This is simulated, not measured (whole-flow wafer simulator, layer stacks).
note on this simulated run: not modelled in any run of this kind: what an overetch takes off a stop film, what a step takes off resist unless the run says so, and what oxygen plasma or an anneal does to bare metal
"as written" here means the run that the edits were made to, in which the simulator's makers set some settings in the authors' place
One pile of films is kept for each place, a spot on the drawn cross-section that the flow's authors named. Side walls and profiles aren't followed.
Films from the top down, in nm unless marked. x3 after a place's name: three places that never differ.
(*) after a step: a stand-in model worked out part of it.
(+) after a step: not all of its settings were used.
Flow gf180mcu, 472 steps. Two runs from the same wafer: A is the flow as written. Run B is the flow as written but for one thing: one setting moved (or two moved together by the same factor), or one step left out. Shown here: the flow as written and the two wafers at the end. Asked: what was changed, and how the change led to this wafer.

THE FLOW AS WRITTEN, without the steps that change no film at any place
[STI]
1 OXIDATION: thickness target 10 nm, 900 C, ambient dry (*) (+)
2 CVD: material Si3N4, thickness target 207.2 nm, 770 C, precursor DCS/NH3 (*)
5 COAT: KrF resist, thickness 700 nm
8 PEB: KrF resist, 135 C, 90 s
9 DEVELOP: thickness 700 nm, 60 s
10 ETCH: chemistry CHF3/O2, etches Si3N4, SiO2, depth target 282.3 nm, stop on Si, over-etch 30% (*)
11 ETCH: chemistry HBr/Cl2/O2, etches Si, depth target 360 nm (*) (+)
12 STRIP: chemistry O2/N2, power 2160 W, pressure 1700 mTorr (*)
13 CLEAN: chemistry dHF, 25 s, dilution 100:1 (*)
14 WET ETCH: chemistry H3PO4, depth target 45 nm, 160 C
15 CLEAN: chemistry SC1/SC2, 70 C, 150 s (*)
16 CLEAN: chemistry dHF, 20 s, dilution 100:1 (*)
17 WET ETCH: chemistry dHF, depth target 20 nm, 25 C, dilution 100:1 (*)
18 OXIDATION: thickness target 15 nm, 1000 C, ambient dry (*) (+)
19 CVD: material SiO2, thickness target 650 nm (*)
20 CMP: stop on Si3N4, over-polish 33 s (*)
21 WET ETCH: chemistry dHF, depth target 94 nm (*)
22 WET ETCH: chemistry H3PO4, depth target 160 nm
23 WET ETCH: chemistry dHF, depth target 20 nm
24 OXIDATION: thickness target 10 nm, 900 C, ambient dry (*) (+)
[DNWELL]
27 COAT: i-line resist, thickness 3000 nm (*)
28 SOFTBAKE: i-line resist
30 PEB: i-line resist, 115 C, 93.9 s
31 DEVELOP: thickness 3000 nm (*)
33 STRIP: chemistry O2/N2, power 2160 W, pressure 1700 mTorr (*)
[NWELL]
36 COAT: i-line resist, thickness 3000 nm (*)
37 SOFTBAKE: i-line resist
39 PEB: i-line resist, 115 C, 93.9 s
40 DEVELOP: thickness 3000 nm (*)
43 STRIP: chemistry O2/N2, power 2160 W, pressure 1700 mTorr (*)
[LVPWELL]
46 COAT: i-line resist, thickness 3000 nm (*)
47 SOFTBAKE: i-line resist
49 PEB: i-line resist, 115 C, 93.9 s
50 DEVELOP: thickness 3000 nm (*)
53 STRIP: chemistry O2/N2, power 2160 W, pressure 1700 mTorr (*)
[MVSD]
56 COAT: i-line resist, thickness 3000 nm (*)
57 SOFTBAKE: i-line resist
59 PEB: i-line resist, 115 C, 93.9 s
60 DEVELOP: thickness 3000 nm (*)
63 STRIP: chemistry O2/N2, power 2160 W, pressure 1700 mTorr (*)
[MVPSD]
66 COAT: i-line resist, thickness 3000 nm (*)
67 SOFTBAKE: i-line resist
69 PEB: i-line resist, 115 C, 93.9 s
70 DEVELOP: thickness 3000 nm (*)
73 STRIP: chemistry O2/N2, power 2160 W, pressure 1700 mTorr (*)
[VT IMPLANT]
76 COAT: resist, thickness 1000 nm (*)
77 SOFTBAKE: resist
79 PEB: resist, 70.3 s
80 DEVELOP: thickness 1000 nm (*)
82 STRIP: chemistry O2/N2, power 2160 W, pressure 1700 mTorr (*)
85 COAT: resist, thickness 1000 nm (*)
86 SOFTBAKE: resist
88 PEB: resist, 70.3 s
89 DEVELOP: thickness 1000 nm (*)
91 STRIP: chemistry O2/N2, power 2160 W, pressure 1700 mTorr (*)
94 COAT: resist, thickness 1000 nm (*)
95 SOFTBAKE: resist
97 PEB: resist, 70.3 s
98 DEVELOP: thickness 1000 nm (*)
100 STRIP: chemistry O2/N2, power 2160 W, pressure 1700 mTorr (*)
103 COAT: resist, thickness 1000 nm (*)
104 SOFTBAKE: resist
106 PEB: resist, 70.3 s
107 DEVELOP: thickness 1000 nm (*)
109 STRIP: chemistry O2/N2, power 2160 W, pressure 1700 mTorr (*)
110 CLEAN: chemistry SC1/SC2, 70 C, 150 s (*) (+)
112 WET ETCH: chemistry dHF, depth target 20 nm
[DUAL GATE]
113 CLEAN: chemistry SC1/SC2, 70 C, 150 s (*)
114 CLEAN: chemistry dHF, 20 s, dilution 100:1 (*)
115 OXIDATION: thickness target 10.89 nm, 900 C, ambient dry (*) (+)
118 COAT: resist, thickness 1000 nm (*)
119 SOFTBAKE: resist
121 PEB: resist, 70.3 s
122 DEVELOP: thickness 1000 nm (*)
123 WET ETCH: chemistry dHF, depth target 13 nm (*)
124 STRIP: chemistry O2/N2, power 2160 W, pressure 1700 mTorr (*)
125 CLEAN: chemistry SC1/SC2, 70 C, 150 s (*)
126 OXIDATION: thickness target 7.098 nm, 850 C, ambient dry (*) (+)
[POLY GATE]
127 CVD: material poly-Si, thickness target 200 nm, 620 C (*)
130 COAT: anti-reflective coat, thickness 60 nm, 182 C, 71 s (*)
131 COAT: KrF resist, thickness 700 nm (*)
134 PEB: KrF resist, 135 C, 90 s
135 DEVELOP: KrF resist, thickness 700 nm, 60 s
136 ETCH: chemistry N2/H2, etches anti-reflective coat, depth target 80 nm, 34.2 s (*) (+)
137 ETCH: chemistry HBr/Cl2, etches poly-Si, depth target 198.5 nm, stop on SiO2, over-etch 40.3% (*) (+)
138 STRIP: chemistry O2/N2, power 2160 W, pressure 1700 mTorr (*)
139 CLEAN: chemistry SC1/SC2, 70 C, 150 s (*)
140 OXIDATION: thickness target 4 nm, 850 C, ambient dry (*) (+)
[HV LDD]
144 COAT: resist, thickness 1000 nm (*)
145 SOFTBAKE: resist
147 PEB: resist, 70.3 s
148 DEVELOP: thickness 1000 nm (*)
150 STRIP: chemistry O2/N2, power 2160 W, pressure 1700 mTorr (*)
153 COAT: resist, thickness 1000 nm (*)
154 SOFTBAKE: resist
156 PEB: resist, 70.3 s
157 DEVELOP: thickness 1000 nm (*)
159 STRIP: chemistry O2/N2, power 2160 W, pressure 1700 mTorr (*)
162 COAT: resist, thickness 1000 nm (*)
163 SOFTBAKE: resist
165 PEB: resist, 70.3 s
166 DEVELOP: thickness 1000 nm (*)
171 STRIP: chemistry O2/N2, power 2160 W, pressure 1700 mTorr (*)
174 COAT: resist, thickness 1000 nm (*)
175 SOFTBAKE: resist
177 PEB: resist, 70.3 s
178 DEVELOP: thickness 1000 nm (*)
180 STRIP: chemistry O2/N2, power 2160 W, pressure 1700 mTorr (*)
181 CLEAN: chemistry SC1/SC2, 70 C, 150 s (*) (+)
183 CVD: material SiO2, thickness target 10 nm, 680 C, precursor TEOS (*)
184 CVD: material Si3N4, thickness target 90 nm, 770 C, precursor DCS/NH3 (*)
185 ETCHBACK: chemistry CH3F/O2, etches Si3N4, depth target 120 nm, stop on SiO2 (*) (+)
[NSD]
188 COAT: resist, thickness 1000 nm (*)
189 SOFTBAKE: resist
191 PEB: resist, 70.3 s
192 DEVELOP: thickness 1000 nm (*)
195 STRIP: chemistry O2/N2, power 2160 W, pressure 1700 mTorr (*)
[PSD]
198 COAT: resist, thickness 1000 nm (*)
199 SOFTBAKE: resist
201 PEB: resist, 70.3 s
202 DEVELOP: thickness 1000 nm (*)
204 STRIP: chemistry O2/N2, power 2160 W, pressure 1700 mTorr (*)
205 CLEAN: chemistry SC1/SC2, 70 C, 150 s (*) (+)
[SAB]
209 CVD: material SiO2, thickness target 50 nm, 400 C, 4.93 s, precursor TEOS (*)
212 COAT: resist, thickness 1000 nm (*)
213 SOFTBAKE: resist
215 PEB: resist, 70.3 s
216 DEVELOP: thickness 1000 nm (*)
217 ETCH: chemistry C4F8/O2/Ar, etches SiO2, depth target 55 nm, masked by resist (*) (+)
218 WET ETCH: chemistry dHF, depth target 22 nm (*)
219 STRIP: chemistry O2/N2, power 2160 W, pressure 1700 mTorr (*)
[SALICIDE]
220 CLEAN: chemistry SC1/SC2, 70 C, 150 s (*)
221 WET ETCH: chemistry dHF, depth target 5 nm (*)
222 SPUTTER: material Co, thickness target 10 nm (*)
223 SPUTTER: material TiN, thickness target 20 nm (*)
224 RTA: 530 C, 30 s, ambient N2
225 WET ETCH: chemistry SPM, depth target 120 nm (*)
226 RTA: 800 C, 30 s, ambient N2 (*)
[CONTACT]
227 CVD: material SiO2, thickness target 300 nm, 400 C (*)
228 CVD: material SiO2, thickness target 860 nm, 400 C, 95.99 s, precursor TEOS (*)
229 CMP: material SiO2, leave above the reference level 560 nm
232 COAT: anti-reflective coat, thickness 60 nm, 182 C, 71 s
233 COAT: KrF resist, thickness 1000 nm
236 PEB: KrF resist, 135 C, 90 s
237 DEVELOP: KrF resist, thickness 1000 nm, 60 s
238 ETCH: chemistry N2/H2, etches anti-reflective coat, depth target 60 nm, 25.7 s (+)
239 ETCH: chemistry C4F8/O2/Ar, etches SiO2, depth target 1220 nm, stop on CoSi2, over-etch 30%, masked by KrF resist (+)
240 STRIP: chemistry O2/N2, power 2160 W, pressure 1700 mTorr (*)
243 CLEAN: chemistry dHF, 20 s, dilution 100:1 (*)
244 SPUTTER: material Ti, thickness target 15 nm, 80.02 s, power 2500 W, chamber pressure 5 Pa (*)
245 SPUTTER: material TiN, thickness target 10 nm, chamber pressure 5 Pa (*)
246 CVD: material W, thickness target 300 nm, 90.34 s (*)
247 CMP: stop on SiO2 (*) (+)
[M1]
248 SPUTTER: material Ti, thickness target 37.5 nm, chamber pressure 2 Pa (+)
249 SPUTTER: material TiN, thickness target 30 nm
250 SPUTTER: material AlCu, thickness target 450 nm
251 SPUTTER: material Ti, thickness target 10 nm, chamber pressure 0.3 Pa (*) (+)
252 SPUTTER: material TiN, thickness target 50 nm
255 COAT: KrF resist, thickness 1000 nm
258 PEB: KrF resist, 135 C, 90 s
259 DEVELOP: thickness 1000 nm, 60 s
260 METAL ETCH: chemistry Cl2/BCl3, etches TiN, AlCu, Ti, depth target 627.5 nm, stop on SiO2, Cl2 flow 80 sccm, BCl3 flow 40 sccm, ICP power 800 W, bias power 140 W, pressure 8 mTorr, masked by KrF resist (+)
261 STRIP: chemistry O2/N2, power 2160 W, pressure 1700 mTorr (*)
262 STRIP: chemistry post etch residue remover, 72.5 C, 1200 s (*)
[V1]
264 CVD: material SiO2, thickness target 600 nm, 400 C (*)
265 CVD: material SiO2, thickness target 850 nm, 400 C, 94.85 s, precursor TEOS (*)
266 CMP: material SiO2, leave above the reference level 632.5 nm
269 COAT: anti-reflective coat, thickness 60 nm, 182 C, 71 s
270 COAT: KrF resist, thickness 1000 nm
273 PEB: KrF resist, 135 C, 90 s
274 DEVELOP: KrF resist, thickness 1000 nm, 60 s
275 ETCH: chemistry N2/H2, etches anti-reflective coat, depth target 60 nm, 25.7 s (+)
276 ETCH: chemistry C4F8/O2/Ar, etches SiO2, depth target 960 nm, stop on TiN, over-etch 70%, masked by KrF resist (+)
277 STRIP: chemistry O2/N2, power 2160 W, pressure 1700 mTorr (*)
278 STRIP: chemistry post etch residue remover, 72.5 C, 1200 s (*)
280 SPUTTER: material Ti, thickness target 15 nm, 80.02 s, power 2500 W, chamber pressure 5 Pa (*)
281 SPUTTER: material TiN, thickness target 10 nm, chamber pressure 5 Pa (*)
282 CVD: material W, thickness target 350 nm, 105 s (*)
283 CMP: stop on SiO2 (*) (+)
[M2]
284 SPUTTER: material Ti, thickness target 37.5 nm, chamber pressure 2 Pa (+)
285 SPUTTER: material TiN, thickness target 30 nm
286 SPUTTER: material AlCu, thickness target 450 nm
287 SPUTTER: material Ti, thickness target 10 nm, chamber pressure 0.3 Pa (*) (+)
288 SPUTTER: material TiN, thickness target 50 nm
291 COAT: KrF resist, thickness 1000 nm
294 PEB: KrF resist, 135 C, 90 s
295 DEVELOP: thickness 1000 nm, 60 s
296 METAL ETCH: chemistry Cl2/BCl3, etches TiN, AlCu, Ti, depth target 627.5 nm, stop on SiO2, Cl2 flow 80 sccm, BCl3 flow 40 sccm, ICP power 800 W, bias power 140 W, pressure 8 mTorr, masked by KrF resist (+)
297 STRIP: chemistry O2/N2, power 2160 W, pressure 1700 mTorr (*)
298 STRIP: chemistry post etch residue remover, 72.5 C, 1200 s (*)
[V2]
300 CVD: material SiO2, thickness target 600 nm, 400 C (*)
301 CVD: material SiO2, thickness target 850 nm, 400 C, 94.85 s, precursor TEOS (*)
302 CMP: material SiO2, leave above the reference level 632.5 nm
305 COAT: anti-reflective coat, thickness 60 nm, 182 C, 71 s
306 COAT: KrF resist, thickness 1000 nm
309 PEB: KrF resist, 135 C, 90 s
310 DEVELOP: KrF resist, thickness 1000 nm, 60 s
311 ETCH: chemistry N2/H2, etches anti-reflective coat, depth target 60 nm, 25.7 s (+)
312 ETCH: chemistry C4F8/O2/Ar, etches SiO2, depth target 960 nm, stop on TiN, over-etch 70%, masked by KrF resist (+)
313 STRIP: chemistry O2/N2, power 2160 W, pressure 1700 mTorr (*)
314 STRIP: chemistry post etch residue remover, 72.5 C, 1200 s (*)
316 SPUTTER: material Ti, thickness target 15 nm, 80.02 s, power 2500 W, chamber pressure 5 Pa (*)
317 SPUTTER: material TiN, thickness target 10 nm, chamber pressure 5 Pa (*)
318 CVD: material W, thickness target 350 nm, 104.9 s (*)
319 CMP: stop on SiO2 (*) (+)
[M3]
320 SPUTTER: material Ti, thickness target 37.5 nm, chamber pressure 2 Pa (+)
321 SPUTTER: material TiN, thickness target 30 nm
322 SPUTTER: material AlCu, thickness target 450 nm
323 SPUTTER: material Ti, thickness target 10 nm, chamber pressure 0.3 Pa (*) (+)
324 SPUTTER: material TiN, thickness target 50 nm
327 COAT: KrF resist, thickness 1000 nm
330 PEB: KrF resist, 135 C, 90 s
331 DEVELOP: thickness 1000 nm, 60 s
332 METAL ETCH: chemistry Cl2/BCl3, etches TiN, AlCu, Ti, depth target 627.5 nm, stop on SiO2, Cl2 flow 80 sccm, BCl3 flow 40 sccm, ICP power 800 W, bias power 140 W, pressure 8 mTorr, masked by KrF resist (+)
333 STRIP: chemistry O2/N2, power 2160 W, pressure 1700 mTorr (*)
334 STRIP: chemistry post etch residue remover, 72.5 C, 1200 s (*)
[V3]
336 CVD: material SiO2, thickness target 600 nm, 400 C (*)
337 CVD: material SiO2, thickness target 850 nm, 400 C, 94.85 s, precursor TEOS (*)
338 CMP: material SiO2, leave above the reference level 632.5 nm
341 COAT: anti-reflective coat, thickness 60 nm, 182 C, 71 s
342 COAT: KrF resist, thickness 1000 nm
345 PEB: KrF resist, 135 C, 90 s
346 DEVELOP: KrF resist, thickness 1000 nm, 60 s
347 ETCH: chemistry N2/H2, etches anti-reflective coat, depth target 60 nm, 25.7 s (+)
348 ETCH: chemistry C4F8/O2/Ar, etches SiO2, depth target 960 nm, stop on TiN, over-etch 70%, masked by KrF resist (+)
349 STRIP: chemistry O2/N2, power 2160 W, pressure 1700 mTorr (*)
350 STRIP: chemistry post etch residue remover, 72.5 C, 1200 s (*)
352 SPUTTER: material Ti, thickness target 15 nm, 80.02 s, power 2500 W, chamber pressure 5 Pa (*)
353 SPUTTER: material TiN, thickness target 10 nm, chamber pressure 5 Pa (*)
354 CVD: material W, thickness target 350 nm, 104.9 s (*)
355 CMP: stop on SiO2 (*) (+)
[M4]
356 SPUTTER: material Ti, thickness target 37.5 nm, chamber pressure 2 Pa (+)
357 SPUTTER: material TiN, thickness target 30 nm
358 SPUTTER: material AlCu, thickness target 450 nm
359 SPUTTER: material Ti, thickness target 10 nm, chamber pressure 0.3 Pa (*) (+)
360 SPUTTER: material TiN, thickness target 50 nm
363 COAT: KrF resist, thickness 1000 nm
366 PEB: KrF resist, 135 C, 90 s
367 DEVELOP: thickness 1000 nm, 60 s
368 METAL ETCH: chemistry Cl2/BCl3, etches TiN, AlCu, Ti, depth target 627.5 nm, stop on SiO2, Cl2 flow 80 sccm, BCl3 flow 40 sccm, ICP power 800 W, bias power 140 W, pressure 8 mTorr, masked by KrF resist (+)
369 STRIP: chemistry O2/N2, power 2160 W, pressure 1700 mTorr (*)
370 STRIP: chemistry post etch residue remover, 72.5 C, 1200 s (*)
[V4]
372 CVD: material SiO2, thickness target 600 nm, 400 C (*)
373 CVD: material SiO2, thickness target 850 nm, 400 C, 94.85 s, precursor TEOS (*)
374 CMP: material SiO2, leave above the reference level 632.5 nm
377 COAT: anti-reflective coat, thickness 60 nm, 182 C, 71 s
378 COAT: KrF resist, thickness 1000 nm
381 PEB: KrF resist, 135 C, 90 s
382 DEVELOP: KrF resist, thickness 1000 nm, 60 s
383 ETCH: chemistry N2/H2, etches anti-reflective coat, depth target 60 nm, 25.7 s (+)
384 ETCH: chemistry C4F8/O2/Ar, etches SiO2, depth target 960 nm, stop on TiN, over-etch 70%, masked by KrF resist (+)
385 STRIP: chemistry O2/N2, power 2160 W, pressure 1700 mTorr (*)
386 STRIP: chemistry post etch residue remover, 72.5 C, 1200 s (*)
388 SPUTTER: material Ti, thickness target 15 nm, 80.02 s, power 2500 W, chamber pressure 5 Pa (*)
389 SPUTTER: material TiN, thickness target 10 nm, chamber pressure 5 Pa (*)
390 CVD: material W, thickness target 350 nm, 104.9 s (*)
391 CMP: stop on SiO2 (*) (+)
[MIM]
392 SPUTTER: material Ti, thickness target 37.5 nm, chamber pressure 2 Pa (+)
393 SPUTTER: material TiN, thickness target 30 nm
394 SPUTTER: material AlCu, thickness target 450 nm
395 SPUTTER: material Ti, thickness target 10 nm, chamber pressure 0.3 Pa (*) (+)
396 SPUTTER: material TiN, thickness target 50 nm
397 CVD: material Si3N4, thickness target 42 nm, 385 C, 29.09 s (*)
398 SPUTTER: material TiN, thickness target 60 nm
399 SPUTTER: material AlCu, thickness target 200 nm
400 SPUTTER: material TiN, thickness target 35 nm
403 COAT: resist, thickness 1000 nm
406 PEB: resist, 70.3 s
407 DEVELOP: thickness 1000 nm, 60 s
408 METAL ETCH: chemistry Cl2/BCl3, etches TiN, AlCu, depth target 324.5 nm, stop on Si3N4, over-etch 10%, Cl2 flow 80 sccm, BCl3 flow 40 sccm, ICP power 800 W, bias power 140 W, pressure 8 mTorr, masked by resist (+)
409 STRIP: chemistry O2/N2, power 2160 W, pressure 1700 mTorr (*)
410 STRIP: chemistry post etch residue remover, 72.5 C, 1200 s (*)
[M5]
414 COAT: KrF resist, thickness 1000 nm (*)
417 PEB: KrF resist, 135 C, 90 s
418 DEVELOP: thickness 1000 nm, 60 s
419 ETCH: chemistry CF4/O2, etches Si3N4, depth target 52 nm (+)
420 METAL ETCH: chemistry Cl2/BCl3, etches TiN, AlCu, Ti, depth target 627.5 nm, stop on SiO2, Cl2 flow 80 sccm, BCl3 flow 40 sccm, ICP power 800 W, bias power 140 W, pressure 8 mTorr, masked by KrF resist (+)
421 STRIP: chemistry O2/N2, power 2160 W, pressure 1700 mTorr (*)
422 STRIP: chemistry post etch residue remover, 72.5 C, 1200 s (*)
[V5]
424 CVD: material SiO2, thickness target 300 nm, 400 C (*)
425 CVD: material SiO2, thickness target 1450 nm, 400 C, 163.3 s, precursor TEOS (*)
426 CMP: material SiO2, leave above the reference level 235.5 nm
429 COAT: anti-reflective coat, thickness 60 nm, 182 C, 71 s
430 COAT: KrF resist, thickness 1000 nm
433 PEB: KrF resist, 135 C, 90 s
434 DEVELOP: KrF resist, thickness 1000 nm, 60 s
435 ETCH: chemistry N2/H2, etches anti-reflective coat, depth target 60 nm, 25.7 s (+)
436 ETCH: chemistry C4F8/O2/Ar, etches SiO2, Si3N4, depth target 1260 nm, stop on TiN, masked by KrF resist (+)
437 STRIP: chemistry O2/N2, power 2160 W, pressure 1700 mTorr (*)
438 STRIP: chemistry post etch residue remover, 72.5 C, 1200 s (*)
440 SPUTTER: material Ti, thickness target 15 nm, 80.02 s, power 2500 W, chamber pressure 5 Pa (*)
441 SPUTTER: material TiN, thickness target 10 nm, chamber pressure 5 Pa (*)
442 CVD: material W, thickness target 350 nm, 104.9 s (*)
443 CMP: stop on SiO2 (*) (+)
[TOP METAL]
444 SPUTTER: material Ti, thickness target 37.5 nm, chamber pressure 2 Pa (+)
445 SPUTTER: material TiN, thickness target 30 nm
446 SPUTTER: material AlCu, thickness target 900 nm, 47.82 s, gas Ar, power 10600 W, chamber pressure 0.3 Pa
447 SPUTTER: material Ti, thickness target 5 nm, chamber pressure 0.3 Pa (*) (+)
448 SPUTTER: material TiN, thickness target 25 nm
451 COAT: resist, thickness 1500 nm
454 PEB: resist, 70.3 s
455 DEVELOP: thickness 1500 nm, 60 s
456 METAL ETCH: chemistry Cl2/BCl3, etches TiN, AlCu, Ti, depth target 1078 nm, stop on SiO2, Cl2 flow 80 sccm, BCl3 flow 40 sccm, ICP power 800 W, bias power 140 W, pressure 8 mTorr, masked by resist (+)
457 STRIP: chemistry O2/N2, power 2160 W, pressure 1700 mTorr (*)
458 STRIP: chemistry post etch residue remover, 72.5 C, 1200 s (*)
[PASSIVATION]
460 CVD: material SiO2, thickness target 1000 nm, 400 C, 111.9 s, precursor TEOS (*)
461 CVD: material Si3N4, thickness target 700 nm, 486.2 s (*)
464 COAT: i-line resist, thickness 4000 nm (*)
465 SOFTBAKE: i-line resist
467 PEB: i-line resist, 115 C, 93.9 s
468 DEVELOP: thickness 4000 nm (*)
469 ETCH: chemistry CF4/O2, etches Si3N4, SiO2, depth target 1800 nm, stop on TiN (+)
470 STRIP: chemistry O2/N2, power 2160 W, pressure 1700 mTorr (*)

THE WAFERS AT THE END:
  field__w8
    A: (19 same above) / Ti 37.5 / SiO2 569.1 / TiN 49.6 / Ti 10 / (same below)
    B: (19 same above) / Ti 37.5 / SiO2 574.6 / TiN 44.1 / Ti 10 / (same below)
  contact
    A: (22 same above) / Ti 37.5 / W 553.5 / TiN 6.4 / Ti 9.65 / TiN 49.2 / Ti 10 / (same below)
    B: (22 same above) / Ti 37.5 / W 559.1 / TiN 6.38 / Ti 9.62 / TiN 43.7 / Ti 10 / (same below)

The cause: step 324, SPUTTER: thickness target 44.5 nm was run, where the flow has thickness target 50 nm.

How the change led to this, step by step:
  324 SPUTTER: material TiN, thickness target 50 nm
      field, field__w1, field__w2 and 108 more: A TiN +50 (new film) | B TiN +44.5 (new film)
  332 METAL ETCH: chemistry Cl2/BCl3, etches TiN, AlCu, Ti, depth target 627.5 nm, stop on SiO2, Cl2 flow 80 sccm, BCl3 flow 40 sccm, ICP power 800 W, bias power 140 W, pressure 8 mTorr, masked by KrF resist (+)
      field, field__w1, field__w2 and 103 more: A TiN -50 (all of it), Ti -10 (all of it), AlCu -450 (all of it), TiN -30 (all of it), Ti -37.5 (all of it) | B TiN -44.5 (all of it), Ti -10 (all of it), AlCu -450 (all of it), TiN -30 (all of it), Ti -37.5 (all of it)
